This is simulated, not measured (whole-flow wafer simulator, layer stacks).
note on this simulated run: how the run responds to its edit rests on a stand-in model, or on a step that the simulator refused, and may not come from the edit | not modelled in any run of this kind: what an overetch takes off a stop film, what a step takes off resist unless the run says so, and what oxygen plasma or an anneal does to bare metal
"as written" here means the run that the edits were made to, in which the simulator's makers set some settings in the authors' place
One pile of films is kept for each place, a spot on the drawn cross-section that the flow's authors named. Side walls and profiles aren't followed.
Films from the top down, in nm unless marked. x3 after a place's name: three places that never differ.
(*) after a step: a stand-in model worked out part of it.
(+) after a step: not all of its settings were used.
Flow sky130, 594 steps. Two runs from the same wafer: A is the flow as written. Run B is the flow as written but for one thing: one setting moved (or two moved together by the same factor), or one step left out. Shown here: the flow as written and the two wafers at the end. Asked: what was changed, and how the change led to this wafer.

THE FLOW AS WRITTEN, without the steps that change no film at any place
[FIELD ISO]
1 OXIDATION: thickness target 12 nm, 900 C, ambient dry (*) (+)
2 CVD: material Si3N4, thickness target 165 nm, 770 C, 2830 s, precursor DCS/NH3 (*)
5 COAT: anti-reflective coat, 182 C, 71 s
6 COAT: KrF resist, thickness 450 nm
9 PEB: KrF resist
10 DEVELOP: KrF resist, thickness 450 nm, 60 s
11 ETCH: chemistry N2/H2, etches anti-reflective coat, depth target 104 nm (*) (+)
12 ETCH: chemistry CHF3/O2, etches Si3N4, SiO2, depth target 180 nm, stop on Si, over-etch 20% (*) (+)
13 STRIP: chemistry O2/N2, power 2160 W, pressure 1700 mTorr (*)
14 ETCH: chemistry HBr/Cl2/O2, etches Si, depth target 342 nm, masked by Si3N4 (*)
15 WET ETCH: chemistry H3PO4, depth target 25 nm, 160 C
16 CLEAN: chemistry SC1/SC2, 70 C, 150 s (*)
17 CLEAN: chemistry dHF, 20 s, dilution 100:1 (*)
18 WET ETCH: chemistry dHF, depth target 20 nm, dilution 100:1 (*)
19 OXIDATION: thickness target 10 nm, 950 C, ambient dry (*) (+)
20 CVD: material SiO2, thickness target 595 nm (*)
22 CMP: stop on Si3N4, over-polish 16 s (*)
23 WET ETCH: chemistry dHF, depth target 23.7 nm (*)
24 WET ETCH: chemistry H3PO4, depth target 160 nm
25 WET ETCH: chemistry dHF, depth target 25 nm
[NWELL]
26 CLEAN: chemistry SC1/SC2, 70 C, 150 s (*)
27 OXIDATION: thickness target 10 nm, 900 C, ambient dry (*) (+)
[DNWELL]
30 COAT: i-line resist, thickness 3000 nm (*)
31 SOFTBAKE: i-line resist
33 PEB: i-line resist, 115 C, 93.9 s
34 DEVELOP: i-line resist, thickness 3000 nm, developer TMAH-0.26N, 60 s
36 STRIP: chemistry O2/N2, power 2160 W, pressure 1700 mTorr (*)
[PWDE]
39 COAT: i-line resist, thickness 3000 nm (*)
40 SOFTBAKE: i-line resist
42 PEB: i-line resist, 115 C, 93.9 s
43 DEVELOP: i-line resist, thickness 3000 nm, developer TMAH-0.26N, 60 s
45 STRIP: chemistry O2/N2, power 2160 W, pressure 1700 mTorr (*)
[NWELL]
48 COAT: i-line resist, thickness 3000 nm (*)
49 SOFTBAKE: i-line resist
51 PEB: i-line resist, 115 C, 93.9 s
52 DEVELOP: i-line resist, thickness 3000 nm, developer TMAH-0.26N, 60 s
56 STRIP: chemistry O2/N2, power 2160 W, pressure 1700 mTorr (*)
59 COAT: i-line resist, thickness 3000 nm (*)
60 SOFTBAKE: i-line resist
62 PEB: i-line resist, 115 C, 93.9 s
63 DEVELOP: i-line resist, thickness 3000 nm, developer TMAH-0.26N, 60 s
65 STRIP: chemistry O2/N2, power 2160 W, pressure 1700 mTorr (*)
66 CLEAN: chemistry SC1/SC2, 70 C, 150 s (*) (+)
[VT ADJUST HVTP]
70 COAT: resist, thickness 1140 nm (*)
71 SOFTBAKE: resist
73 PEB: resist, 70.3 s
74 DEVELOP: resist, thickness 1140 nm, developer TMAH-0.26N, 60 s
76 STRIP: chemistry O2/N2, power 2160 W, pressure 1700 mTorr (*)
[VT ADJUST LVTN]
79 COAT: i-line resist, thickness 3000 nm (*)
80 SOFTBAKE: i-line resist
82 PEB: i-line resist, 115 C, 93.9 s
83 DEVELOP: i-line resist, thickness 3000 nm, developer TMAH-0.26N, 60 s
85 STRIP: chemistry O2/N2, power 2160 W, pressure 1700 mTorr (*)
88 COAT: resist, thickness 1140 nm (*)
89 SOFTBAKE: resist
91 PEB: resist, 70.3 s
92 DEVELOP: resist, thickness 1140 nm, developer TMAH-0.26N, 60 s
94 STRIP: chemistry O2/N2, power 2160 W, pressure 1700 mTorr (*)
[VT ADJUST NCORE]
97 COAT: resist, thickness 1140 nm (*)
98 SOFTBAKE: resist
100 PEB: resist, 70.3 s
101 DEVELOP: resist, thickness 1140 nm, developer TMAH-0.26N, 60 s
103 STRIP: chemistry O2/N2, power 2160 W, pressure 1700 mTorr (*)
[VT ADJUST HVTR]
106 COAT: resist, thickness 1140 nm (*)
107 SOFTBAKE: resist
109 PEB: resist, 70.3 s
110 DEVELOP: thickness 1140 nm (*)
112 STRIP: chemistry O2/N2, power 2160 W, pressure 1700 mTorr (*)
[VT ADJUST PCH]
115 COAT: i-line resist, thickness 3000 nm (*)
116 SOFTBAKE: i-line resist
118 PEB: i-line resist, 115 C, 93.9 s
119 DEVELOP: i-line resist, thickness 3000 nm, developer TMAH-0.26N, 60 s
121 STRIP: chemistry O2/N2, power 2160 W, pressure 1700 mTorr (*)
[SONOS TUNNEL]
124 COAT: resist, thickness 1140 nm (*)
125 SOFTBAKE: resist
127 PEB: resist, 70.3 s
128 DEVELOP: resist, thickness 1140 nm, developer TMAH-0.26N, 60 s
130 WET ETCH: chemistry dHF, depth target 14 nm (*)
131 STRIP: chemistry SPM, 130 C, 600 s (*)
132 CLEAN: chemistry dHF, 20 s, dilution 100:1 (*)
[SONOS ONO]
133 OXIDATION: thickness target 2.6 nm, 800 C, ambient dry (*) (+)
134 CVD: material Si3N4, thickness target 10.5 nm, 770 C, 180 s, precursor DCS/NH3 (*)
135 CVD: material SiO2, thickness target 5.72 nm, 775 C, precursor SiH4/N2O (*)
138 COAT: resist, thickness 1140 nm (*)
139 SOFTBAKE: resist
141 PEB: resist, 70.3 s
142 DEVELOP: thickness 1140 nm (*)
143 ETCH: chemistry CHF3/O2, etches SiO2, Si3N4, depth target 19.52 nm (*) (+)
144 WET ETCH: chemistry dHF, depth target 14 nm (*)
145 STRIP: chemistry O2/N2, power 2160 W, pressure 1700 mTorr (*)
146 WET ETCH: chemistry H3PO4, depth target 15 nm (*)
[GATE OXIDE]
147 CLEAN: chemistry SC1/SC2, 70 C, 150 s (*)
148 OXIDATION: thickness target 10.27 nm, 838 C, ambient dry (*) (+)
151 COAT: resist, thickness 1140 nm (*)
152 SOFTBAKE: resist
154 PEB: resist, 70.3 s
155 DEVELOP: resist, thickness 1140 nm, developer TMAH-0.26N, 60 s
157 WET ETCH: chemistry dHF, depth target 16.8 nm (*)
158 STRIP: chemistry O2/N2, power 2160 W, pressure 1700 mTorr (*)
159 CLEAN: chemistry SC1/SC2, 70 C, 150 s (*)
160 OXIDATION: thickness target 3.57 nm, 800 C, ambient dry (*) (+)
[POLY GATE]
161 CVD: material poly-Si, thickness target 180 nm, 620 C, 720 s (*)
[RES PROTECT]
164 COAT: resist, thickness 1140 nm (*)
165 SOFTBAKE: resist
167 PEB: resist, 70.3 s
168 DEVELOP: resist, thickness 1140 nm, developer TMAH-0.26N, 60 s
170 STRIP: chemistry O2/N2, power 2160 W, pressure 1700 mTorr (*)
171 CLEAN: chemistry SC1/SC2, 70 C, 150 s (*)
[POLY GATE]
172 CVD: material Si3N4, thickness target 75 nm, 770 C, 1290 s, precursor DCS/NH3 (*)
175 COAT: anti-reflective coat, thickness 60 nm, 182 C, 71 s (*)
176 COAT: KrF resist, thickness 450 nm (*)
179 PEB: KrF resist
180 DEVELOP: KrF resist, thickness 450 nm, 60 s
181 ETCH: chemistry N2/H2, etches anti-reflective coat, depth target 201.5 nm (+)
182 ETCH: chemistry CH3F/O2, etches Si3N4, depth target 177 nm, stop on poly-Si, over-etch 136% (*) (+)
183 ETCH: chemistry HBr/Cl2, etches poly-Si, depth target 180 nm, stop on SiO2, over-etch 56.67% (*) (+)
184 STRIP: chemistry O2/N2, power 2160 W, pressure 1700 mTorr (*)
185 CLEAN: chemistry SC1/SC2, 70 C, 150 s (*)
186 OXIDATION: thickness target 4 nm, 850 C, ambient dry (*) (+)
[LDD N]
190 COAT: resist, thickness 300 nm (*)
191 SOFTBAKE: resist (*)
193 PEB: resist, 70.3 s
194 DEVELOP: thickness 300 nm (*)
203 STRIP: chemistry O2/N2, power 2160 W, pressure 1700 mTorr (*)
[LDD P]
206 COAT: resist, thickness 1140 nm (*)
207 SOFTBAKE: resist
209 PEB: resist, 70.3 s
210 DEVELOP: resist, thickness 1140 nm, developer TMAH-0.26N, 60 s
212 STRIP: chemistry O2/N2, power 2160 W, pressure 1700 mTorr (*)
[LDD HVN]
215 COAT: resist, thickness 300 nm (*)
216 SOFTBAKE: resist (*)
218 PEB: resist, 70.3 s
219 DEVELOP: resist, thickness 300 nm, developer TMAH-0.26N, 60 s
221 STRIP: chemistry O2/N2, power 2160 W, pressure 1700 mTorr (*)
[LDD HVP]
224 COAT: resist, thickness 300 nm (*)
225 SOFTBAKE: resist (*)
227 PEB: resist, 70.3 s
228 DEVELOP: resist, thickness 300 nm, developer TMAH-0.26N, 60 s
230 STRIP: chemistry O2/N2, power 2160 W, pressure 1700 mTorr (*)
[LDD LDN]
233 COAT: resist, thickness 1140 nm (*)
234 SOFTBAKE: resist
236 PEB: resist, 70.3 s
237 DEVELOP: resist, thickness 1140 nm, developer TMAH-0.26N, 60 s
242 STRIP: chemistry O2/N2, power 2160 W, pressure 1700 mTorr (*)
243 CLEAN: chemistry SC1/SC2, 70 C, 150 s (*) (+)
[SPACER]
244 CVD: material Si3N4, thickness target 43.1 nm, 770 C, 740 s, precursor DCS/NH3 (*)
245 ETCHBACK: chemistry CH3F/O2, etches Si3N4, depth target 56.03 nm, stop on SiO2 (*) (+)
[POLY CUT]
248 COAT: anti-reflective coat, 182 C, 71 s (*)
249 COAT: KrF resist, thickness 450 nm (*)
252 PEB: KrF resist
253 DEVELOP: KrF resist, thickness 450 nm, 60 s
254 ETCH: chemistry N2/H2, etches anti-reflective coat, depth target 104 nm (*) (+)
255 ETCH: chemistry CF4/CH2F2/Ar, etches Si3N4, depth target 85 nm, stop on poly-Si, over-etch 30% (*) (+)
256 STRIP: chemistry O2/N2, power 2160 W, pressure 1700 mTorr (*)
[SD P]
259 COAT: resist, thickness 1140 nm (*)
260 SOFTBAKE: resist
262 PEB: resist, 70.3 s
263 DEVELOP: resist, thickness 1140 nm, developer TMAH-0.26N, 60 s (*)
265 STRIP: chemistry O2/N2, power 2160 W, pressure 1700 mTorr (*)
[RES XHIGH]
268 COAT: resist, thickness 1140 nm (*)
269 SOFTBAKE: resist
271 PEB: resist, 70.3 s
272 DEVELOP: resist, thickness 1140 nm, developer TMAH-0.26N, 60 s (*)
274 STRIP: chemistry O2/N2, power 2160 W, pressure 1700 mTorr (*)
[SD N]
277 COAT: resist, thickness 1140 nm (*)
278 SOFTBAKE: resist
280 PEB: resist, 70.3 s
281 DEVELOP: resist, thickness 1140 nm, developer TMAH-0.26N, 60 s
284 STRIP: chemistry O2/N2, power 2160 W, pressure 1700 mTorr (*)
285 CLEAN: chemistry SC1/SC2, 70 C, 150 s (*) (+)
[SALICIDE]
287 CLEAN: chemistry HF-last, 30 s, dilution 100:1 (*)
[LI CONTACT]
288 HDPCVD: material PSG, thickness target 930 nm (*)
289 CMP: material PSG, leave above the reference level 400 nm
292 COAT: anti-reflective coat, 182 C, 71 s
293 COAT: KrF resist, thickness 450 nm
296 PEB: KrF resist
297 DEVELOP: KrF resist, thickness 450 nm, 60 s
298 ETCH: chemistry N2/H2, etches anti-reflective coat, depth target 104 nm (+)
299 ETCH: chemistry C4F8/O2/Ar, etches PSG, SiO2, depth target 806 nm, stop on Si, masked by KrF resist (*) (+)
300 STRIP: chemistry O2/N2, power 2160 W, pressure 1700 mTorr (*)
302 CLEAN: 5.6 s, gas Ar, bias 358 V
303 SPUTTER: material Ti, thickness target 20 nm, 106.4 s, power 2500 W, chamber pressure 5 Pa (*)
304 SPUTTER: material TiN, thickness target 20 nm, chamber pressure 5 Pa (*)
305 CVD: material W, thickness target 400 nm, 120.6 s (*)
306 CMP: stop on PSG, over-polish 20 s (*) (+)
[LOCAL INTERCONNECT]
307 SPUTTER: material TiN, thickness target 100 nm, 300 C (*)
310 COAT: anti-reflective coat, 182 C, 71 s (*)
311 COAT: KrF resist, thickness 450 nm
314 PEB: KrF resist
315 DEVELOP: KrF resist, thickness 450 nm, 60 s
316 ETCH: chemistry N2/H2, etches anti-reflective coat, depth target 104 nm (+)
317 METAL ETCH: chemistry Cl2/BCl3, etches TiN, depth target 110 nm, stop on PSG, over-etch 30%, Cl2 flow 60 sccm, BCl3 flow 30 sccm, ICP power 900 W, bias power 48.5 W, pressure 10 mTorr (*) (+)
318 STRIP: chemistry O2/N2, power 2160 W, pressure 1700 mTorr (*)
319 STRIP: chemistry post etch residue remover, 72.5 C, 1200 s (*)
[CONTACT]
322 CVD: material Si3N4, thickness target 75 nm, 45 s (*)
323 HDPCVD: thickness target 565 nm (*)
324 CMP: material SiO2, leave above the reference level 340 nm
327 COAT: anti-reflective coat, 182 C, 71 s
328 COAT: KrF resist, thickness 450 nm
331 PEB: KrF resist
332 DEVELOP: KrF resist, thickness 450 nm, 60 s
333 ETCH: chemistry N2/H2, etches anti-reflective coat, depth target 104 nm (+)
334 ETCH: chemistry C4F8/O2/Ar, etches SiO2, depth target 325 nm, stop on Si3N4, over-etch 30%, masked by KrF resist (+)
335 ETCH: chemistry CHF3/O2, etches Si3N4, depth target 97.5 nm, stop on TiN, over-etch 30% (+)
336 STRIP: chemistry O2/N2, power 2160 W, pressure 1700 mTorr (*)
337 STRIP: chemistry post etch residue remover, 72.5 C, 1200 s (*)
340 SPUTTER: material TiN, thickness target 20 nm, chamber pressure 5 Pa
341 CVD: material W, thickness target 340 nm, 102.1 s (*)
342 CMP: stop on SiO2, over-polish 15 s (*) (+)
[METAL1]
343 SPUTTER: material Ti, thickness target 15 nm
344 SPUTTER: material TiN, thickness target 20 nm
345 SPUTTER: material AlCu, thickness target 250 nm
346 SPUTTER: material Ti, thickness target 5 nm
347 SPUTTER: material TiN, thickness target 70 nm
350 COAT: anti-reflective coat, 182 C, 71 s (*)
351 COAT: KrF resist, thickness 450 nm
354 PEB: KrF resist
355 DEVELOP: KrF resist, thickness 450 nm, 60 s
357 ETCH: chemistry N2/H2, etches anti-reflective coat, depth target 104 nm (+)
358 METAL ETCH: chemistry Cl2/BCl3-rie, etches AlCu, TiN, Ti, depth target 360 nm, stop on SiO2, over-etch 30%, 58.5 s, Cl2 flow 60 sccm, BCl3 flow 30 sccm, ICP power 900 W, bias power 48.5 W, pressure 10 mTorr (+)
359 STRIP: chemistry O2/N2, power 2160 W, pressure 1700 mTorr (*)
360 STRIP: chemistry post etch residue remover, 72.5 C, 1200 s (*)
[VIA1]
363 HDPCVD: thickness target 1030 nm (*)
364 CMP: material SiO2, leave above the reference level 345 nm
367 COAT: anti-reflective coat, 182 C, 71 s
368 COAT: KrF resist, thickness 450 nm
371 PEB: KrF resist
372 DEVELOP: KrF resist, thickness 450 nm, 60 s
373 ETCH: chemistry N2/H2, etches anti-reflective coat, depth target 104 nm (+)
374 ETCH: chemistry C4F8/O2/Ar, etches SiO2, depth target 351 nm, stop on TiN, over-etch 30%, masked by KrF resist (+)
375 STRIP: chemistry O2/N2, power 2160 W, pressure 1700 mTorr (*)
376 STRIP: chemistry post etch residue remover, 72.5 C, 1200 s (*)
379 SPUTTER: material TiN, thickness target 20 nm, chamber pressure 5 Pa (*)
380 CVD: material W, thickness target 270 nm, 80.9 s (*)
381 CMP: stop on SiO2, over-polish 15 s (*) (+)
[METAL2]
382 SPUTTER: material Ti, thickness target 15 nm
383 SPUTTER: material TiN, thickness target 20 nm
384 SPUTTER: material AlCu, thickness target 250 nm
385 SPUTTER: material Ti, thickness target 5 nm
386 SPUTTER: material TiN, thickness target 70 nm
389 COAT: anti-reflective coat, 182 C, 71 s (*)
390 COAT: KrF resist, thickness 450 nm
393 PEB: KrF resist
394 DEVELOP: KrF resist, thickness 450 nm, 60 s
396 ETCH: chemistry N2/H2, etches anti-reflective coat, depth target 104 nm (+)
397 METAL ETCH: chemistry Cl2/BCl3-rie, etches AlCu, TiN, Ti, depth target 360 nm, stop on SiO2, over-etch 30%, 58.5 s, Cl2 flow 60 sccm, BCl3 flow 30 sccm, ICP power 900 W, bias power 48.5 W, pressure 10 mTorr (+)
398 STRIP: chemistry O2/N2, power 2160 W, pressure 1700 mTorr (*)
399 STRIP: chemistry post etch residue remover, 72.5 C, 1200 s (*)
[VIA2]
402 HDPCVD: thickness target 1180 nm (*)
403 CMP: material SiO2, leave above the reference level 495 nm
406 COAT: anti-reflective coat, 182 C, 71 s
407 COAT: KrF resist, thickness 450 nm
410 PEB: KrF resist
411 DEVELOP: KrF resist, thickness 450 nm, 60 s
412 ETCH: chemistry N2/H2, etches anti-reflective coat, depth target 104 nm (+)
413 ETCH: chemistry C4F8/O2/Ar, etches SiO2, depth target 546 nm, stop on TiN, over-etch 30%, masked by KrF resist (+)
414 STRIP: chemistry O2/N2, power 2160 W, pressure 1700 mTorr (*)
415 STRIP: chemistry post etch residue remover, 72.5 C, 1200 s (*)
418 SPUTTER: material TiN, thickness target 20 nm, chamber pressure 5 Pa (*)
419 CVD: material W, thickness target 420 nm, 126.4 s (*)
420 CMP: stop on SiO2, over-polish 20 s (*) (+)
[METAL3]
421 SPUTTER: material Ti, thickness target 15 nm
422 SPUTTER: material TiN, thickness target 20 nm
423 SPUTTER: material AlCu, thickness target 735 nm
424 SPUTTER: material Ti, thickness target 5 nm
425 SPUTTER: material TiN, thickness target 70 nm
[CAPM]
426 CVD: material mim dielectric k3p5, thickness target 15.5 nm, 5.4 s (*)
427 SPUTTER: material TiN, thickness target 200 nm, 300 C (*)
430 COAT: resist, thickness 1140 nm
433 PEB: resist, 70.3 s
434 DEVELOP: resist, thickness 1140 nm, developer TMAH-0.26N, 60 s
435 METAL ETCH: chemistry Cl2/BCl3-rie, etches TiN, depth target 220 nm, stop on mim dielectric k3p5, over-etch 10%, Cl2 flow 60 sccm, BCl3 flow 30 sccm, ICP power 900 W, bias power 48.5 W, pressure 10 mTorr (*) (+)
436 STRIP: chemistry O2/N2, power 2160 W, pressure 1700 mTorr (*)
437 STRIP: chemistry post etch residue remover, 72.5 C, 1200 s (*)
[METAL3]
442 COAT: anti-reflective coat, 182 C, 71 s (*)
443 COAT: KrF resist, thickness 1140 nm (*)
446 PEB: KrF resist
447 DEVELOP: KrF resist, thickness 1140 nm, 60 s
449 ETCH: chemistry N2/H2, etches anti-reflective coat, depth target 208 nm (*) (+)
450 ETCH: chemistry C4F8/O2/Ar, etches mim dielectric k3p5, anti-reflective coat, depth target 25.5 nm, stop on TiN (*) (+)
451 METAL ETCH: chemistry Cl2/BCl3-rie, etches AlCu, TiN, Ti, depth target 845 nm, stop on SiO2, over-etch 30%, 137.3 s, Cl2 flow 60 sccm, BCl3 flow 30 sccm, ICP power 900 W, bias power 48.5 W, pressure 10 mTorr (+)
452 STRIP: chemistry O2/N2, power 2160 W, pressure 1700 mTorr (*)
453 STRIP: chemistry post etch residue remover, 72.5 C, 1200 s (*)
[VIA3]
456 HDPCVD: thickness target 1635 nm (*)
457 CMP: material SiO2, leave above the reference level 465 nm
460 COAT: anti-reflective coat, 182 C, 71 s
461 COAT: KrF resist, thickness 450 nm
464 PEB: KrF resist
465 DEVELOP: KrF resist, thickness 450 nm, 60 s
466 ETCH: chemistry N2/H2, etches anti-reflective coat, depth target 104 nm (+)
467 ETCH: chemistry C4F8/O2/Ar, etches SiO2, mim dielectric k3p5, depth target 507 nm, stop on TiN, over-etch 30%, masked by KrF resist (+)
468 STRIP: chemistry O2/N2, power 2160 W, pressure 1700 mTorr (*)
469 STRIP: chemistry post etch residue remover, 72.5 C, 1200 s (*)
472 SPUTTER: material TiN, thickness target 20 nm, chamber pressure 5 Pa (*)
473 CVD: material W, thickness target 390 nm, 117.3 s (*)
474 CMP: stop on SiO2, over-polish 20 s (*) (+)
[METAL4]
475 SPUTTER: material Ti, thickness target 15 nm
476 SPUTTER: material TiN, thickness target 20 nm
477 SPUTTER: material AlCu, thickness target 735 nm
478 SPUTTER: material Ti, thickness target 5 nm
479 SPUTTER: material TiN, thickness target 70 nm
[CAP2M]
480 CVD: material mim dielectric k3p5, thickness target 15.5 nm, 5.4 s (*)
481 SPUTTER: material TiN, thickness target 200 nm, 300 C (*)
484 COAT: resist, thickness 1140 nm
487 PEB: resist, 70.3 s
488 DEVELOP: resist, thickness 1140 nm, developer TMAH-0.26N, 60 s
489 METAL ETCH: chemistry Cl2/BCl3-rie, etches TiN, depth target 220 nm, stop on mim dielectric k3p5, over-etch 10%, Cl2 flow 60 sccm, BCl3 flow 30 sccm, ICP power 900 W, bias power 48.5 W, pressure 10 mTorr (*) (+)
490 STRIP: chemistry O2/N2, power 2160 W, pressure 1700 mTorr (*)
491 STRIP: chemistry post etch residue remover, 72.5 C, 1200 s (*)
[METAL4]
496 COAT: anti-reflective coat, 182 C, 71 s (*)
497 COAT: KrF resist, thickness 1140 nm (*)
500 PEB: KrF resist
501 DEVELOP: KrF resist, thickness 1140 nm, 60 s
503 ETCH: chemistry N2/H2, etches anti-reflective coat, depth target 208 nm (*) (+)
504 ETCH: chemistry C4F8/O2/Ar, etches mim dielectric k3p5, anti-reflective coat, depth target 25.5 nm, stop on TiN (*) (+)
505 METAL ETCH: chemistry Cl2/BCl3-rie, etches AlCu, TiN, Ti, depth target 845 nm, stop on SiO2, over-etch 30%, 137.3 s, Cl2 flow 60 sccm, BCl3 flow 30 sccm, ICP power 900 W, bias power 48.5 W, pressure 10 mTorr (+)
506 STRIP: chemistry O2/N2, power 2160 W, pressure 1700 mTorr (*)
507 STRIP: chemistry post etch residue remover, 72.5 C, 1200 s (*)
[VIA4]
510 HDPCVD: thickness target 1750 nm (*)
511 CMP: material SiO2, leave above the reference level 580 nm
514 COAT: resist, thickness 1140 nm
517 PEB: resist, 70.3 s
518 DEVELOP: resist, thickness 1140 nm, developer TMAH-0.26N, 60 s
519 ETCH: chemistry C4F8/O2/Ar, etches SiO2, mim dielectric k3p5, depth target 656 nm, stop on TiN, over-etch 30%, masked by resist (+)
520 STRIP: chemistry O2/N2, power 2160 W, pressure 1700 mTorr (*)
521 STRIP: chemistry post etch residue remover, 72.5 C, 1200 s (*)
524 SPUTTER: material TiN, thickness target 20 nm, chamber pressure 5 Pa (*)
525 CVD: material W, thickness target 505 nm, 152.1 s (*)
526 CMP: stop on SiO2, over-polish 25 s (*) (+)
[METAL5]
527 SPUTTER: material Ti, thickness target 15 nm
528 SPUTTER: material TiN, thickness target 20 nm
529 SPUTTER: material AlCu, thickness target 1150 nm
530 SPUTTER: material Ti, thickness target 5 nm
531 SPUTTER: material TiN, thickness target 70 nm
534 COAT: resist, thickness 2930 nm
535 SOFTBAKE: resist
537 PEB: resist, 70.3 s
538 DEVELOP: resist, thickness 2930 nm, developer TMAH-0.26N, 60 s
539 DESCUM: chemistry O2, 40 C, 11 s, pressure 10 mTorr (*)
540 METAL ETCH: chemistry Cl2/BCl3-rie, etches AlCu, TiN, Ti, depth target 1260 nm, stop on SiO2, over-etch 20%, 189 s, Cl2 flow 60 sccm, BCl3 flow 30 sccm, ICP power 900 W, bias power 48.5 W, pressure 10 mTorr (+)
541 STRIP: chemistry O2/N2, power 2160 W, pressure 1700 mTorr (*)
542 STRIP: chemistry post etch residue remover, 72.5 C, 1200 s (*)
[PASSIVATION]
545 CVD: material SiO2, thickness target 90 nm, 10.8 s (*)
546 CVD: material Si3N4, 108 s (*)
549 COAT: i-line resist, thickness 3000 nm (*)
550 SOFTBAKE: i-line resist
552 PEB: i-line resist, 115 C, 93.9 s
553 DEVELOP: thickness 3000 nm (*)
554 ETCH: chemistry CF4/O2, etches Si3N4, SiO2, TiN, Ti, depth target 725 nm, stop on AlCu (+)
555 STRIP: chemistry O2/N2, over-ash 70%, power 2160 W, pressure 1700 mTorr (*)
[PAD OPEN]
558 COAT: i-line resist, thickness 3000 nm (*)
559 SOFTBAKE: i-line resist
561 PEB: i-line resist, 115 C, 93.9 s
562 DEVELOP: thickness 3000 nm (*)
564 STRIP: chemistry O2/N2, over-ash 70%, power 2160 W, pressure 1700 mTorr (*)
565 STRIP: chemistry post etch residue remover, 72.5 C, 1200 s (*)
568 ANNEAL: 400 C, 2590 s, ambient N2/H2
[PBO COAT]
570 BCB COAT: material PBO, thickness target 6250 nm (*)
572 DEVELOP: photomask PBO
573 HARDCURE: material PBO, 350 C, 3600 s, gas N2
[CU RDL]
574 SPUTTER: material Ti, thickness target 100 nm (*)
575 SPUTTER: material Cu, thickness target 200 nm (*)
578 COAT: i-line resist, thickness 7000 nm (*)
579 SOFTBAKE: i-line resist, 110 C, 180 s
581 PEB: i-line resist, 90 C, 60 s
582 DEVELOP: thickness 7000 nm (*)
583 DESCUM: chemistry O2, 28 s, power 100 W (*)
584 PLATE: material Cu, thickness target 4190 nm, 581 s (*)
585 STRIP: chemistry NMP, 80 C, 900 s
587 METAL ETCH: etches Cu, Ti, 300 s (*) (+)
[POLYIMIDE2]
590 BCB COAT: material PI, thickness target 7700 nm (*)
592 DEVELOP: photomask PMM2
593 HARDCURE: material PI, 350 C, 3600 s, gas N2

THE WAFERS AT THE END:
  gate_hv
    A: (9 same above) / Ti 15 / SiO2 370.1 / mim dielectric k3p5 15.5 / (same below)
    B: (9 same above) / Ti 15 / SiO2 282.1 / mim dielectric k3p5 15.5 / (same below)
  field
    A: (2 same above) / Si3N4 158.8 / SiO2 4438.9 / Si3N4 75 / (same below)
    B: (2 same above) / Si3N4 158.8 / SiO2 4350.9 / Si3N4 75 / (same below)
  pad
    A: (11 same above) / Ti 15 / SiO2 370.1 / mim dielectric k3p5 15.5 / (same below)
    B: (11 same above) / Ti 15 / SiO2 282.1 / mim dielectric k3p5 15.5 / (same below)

The cause: step 457, CMP: leave above the reference level 377 nm was run, where the flow has leave above the reference level 465 nm.

How the change led to this, step by step:
  457 CMP: material SiO2, leave above the reference level 465 nm
      n_well, p_well, gate_hv and 99 more: A SiO2 -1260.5 | B SiO2 -1348.5
      field, active, gate and 82 more: A SiO2 -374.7 | B SiO2 -462.7
      (and at 5 more places)
  467 ETCH: chemistry C4F8/O2/Ar, etches SiO2, mim dielectric k3p5, depth target 507 nm, stop on TiN, over-etch 30%, masked by KrF resist (+)
      field, active, n_well and 187 more: A KrF resist -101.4 | B KrF resist -78.5
      m1: A SiO2 -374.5 (all of it), mim dielectric k3p5 -15.5 (all of it) | B SiO2 -286.5 (all of it), mim dielectric k3p5 -15.5 (all of it)
      (and at 1 more place)
  468 STRIP: chemistry O2/N2, power 2160 W, pressure 1700 mTorr (*)
      field, active, n_well and 187 more: A KrF resist -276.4 (all of it), anti-reflective coat -80 (all of it) | B KrF resist -299.3 (all of it), anti-reflective coat -80 (all of it)
  472 SPUTTER: material TiN, thickness target 20 nm, chamber pressure 5 Pa (*)
      m1, via3_hole: A TiN +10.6 | B TiN +11.8
  473 CVD: material W, thickness target 390 nm, 117.3 s (*)
      m1: A W +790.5 (new film) | B W +701.2 (new film)
      via3_hole: A W +789.9 (new film) | B W +700.6 (new film)
